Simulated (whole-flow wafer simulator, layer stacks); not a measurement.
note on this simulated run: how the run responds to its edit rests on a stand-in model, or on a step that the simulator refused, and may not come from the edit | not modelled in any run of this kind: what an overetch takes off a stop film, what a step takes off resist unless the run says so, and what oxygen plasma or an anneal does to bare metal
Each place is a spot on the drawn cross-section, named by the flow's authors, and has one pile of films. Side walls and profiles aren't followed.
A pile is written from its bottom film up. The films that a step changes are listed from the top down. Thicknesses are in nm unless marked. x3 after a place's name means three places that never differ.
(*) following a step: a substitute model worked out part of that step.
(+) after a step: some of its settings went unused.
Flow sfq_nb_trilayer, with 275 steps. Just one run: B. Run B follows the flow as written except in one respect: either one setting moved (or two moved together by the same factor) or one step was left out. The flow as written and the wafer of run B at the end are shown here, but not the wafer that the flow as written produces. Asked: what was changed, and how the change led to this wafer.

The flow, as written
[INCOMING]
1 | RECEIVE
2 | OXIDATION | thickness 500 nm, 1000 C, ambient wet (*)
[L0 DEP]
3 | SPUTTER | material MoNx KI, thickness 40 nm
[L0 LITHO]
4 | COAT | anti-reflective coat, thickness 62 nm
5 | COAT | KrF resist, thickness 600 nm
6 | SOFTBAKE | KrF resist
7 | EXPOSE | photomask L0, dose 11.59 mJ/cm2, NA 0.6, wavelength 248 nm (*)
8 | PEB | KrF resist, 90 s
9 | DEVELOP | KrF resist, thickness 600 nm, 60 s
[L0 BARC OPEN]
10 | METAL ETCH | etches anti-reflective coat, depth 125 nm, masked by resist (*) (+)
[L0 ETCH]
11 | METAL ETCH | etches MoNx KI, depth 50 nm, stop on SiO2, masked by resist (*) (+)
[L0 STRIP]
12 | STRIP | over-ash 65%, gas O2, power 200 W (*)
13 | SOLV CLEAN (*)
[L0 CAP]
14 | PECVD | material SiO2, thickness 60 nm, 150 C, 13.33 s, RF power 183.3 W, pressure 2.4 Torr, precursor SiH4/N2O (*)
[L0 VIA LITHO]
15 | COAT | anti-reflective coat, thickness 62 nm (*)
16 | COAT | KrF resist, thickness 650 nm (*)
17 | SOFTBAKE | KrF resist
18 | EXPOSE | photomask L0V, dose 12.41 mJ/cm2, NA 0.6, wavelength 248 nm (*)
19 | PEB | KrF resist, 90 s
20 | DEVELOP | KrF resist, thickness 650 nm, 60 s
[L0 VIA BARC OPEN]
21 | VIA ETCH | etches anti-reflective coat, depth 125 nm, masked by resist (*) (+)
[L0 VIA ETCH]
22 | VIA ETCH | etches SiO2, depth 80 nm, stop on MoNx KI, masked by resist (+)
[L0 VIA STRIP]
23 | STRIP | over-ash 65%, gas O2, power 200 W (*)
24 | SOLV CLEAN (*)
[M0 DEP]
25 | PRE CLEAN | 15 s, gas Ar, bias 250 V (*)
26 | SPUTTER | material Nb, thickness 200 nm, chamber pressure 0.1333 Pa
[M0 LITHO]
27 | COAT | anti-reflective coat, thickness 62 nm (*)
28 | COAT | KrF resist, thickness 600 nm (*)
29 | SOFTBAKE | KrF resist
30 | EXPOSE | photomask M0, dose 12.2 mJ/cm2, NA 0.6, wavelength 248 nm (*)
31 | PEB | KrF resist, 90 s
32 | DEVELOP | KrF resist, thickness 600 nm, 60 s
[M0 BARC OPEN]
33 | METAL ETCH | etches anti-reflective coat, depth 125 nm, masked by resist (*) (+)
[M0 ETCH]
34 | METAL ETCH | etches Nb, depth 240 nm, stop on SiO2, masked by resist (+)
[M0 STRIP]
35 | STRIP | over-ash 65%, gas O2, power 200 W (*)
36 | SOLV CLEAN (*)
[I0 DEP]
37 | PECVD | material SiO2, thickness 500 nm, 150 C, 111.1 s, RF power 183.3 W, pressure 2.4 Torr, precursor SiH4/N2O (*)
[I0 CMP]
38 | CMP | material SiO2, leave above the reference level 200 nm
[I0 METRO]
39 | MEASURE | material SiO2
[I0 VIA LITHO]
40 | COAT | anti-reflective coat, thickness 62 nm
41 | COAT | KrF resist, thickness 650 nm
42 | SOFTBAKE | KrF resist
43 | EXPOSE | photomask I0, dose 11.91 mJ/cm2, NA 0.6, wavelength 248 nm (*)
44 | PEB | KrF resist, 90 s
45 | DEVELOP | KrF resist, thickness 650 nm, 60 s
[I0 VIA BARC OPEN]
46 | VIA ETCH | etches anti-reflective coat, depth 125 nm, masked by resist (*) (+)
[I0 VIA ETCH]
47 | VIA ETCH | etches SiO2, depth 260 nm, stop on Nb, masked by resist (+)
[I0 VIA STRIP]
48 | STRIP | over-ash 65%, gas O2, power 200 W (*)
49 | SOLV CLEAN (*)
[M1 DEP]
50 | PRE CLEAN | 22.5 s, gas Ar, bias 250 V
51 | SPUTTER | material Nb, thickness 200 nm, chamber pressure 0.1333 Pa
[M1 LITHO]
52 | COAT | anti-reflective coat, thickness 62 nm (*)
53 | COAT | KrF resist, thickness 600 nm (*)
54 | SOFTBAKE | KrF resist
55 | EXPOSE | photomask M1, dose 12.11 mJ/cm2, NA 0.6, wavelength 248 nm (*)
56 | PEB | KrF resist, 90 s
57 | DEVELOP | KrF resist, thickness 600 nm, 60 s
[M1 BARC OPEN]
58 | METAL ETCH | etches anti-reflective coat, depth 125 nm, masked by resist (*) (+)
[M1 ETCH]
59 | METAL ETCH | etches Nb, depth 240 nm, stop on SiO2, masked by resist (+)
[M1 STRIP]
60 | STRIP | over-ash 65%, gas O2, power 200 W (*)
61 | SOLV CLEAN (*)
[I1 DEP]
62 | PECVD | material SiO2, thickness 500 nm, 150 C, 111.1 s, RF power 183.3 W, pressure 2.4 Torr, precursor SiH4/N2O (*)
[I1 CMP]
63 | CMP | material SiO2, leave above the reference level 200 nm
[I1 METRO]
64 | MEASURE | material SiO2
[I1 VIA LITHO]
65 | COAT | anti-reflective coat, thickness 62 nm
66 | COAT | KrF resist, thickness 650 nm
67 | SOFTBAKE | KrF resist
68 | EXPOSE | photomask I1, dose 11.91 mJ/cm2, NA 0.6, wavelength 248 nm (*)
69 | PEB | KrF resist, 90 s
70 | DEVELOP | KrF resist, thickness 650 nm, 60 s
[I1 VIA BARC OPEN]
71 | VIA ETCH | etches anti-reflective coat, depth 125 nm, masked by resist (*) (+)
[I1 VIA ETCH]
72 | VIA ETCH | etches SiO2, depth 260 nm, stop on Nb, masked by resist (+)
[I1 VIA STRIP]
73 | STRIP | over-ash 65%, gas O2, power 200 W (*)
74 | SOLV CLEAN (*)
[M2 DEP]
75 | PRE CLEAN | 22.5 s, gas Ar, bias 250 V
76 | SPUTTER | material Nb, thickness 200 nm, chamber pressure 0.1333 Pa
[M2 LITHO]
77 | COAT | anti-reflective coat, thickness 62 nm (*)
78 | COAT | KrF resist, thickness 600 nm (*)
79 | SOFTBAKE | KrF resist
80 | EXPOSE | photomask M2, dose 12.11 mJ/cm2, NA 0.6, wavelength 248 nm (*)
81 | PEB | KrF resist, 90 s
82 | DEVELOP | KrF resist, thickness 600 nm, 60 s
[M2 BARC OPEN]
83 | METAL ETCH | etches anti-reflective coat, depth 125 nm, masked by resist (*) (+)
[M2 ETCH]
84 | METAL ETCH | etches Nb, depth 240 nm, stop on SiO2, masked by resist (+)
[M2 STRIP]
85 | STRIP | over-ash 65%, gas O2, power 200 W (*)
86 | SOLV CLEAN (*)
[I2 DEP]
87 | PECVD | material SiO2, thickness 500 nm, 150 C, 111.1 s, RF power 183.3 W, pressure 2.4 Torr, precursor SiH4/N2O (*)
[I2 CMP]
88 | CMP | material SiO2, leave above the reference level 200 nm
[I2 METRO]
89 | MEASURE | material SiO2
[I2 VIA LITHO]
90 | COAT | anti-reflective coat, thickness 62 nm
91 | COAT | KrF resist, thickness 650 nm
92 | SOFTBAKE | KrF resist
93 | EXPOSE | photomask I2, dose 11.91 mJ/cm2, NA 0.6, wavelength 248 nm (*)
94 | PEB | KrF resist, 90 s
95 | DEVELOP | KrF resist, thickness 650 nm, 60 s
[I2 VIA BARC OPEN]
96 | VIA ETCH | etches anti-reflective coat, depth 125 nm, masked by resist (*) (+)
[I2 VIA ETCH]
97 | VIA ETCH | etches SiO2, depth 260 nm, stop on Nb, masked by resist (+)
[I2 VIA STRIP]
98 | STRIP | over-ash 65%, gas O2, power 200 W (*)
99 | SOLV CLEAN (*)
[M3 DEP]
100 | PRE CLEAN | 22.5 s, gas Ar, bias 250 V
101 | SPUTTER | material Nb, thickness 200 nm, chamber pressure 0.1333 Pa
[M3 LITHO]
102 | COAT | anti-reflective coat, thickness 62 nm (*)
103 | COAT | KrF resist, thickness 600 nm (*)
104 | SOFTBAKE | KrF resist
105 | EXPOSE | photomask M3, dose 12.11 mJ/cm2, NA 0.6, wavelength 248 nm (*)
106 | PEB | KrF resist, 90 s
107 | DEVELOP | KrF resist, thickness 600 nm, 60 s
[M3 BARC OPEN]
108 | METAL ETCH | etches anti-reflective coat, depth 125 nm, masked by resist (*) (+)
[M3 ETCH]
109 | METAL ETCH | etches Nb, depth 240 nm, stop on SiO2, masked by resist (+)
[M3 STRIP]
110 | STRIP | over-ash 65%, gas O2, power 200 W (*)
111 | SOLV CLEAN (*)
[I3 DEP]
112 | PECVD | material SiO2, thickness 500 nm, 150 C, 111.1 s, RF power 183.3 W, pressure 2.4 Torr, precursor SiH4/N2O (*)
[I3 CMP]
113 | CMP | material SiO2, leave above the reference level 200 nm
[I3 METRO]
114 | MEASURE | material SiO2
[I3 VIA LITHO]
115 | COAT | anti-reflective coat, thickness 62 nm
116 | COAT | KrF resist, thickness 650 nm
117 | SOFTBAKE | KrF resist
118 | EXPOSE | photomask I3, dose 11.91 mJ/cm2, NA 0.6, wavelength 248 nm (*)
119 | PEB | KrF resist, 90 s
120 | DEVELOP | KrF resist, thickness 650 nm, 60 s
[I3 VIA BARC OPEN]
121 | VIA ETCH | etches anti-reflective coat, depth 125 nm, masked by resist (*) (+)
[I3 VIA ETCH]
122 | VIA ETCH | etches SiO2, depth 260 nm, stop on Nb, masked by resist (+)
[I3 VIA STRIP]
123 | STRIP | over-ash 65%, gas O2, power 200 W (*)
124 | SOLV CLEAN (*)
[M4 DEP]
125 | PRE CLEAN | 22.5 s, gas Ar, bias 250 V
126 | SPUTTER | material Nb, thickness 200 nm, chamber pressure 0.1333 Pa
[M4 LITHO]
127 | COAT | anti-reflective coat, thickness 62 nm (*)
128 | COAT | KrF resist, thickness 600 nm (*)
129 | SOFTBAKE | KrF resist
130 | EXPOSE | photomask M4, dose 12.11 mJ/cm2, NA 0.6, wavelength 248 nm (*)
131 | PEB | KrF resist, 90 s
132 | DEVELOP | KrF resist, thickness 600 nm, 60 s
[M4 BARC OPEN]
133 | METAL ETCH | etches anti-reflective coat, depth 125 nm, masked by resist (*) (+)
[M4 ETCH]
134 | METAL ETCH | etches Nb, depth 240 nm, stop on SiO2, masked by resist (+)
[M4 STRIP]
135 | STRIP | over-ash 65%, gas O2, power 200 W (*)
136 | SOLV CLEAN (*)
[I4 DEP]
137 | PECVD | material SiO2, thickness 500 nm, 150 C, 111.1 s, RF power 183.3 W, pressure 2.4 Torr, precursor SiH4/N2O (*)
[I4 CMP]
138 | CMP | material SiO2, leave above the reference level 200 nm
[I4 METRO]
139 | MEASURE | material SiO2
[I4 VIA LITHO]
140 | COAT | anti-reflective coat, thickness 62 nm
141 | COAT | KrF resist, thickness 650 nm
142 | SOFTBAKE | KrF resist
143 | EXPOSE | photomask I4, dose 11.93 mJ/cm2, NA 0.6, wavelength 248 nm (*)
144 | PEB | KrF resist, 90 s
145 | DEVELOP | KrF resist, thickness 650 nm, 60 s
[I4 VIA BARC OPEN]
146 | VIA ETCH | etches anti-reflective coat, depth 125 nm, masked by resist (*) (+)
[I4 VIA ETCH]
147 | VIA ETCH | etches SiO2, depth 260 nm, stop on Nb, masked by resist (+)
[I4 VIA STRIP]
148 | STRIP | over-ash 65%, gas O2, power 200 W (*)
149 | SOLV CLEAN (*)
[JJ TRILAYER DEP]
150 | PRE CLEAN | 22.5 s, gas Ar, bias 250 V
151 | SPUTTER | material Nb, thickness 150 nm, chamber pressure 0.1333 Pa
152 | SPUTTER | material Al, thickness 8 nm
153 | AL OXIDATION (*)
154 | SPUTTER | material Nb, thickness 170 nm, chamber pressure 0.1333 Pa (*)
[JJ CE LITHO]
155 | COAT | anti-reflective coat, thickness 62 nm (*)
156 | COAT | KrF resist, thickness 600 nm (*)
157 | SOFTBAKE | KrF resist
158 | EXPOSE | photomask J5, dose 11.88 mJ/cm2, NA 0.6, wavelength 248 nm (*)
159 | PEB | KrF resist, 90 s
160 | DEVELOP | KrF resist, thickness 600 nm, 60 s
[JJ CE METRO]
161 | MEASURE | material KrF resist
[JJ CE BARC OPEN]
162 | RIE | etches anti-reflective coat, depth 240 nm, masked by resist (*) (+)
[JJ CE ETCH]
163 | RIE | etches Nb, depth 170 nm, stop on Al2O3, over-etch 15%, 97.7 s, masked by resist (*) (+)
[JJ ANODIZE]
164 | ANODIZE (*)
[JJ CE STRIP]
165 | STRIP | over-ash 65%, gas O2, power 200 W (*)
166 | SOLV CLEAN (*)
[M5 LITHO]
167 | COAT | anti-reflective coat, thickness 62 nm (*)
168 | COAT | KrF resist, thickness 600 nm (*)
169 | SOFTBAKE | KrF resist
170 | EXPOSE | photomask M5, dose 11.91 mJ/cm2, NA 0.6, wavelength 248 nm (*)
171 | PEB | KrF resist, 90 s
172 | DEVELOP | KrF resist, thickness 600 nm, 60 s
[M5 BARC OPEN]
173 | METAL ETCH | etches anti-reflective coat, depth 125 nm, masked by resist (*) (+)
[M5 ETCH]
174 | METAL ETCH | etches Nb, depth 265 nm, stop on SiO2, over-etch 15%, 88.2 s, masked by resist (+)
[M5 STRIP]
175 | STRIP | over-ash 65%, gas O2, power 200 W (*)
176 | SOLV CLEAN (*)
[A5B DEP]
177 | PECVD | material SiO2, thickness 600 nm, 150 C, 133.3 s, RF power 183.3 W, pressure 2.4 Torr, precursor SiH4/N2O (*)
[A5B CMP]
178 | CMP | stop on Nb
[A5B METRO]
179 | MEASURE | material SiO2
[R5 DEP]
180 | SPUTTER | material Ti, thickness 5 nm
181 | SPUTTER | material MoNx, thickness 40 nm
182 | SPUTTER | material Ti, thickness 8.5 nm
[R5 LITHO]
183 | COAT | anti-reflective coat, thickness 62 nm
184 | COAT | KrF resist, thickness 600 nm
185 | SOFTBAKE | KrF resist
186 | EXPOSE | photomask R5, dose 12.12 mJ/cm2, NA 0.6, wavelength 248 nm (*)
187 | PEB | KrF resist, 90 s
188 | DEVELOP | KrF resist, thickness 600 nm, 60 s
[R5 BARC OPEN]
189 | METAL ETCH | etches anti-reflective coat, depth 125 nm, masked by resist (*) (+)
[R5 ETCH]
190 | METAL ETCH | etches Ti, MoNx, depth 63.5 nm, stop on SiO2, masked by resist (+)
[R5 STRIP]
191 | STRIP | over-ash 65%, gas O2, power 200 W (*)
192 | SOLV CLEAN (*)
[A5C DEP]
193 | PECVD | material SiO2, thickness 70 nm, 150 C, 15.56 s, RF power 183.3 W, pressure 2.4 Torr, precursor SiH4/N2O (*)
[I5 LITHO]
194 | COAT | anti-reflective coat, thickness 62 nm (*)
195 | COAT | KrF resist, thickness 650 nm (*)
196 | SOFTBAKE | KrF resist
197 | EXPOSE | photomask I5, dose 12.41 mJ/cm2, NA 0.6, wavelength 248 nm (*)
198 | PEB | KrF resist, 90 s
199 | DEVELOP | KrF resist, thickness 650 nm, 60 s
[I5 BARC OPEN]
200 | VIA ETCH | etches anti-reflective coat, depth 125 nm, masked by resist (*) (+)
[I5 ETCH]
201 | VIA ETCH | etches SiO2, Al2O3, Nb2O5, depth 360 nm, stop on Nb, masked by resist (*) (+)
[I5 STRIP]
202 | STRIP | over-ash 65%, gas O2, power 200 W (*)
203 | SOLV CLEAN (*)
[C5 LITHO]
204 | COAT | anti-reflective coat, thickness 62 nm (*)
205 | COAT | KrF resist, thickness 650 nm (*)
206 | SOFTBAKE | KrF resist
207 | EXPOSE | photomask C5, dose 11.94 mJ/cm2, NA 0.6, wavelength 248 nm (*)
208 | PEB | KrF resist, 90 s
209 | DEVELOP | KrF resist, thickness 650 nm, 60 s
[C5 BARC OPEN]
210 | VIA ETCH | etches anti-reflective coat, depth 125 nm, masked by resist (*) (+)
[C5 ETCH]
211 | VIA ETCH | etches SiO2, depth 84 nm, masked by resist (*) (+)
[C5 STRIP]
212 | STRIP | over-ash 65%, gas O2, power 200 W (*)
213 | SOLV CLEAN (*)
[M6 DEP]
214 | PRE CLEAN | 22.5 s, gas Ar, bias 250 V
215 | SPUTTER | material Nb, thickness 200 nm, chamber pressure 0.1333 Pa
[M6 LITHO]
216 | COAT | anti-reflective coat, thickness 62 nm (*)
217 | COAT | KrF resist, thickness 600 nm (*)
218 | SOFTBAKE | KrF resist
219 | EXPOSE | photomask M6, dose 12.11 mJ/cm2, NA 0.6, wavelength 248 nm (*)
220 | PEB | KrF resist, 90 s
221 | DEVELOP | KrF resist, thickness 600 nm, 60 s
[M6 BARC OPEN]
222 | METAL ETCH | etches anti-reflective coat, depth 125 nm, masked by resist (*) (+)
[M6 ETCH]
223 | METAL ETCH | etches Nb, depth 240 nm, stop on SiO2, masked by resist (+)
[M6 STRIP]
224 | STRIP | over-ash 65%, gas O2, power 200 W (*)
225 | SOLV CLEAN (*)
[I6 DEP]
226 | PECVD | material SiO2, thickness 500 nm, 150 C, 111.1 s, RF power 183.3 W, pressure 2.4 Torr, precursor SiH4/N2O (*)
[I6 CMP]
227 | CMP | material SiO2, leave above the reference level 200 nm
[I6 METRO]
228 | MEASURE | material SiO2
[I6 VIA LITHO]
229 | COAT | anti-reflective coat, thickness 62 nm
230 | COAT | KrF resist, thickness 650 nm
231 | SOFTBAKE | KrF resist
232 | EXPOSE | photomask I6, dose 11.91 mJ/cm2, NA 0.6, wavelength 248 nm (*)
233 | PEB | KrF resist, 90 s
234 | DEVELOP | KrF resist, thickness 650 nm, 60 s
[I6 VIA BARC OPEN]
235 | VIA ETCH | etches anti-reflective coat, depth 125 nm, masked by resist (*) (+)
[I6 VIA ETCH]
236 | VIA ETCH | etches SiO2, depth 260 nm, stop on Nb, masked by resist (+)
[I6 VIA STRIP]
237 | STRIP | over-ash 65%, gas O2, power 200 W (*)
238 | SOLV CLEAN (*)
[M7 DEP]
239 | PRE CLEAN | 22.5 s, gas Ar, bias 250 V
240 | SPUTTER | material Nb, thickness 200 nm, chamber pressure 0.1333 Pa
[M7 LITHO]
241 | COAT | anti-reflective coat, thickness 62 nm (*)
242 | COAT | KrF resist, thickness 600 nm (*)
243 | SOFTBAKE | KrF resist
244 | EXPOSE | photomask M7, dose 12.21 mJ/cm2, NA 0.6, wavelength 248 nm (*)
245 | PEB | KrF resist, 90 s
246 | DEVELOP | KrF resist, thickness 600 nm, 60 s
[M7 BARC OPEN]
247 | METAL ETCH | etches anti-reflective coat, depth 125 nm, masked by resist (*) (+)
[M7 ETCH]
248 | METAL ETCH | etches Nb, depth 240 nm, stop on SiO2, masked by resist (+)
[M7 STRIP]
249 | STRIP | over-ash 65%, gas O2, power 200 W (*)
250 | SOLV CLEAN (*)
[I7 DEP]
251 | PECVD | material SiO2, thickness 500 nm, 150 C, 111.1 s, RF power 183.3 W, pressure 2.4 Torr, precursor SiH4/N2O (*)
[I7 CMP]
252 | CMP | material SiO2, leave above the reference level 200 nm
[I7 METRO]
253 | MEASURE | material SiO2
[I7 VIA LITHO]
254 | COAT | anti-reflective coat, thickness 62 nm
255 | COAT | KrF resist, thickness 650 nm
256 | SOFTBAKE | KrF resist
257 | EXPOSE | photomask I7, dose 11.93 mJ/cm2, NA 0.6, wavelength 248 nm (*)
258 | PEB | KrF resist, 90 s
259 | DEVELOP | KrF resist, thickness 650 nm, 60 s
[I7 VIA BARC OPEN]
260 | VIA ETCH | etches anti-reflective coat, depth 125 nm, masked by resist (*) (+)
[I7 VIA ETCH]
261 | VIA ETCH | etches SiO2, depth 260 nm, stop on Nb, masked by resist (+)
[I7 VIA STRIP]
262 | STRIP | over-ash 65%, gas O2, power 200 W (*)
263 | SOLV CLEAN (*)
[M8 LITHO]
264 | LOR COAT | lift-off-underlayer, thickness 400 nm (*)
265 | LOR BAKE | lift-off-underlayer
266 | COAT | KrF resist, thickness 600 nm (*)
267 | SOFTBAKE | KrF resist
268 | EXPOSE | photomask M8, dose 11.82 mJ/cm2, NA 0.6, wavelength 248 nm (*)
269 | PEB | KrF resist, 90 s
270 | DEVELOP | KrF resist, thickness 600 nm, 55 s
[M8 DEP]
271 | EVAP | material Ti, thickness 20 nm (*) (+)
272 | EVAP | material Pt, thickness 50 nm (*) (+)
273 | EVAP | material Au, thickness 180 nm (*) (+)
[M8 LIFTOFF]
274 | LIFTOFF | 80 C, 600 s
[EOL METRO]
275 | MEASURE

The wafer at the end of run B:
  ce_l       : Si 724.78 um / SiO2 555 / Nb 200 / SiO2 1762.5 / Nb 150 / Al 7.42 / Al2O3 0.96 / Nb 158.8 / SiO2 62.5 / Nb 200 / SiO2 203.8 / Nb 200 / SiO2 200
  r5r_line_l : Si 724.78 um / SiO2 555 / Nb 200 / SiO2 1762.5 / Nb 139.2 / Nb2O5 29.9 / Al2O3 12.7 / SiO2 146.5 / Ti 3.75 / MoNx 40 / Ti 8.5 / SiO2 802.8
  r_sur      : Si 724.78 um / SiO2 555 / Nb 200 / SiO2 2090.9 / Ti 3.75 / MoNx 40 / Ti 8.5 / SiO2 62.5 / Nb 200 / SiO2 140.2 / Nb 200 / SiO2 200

The reason: step 180, SPUTTER: thickness 3.75 nm was run, though the flow has thickness 5 nm.
The wafer itself shows it: r5r_line_l has Ti 3.75, and step 180 as written asks for 5 nm.

Step by step, how the change led to this:
  180 | SPUTTER | material Ti, thickness 5 nm
      field_l, v_sur, via_wl and 103 more: +3.75 Ti (new film) (as written it would have been: +5 Ti (new film))
  190 | METAL ETCH | etches Ti, MoNx, depth 63.5 nm, stop on SiO2, masked by resist (+)
      field_l, v_sur, via_wl and 92 more: -8.5 Ti (all of it), -40 MoNx (all of it), -3.75 Ti (all of it) (as written it would have been: -8.5 Ti (all of it), -40 MoNx (all of it), -5 Ti (all of it))
      ce_l, c5j, ce_r, wl_jj: -8.5 Ti (all of it), -40 MoNx (all of it), -3.75 Ti (all of it), -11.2 Nb (as written it would have been: -8.5 Ti (all of it), -40 MoNx (all of it), -5 Ti (all of it), -10 Nb)
